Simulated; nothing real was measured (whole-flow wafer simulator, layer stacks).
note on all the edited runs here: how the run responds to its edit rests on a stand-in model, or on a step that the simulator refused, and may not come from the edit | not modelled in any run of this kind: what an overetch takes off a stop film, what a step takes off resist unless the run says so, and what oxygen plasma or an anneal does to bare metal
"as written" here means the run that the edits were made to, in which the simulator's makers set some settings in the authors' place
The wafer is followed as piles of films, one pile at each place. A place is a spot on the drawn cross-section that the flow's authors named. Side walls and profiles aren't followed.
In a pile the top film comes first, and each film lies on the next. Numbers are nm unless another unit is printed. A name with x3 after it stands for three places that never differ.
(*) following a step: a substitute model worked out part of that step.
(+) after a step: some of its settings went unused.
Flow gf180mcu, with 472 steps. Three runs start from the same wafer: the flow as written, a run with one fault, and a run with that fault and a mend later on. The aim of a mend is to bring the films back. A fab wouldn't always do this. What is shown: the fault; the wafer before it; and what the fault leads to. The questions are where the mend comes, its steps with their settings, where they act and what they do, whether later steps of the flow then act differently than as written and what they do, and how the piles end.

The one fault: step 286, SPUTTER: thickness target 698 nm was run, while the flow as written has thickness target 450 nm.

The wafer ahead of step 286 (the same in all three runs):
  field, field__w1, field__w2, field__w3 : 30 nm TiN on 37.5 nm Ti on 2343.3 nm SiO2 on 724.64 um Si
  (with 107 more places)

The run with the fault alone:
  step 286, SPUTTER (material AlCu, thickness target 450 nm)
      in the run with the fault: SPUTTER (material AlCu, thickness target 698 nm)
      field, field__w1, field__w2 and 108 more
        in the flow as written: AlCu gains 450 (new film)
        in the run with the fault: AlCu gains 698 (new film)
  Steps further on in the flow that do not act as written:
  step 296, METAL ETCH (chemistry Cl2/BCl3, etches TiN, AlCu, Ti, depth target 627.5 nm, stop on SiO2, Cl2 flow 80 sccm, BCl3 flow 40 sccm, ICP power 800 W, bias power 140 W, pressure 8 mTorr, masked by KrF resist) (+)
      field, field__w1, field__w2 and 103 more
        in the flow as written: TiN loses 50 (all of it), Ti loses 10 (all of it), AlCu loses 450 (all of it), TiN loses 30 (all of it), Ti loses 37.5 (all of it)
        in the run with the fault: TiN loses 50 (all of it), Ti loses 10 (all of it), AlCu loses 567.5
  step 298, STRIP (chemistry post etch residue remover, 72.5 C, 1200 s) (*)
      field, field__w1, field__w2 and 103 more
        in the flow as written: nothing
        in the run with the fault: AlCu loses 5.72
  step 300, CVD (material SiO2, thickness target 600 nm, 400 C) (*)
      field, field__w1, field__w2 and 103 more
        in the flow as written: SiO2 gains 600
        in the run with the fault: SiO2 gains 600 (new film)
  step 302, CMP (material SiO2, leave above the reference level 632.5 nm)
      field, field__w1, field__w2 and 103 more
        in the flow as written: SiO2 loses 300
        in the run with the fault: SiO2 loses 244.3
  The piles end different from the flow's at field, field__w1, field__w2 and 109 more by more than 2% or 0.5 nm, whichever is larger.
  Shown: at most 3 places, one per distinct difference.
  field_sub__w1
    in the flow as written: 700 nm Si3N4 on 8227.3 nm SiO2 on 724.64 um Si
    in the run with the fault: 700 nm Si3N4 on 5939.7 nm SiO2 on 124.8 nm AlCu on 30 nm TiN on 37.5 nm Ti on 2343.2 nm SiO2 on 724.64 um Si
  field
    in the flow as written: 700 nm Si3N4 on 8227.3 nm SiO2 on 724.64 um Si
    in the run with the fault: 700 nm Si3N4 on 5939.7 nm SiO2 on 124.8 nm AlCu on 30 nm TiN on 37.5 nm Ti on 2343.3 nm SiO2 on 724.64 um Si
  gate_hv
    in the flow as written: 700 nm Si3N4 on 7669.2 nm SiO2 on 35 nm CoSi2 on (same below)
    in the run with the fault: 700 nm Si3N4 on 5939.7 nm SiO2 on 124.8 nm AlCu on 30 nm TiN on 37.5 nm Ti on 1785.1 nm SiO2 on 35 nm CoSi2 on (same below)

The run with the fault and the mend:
  The mend follows step 295.
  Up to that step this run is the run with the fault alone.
  step 296, METAL ETCH (chemistry Cl2/BCl3, etches TiN, AlCu, Ti, depth target 875.5 nm, stop on SiO2, Cl2 flow 80 sccm, BCl3 flow 40 sccm, ICP power 800 W, bias power 140 W, pressure 8 mTorr, masked by KrF resist) (+) (the flow's step 296, as written with depth target 627.5 nm)
      field, field__w1, field__w2 and 103 more
        TiN loses 50 (all of it), Ti loses 10 (all of it), AlCu loses 698 (all of it), TiN loses 30 (all of it), Ti loses 37.5 (all of it)
      field__w8, contact, m1, m1__w1, m1_nw
        KrF resist loses 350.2
  Steps further on in the flow that do not act as written:
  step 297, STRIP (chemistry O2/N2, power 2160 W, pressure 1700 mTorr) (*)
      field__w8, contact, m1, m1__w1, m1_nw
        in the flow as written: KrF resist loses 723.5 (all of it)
        in the run with the mend: KrF resist loses 624.3 (all of it)
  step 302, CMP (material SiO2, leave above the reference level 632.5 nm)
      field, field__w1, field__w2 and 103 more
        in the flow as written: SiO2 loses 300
        in the run with the mend: SiO2 loses 52
  The piles end different from the flow's at field, field__w1, field__w2 and 109 more by more than 2% or 0.5 nm, whichever is larger.
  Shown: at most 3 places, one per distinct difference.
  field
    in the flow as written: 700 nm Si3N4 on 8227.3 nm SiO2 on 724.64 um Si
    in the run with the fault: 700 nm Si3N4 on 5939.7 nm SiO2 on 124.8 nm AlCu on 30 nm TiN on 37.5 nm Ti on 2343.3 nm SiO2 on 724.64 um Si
    in the run with the mend: 700 nm Si3N4 on 8475.3 nm SiO2 on 724.64 um Si
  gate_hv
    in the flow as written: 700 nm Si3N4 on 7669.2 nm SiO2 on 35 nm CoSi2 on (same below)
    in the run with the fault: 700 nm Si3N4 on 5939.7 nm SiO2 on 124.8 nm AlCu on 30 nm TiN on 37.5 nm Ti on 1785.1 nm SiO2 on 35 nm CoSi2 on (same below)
    in the run with the mend: 700 nm Si3N4 on 7917.2 nm SiO2 on 35 nm CoSi2 on (same below)
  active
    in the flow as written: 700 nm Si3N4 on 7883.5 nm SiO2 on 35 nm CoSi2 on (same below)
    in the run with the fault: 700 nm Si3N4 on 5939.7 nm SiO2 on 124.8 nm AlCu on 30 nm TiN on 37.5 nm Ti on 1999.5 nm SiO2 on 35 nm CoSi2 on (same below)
    in the run with the mend: 700 nm Si3N4 on 8131.5 nm SiO2 on 35 nm CoSi2 on (same below)
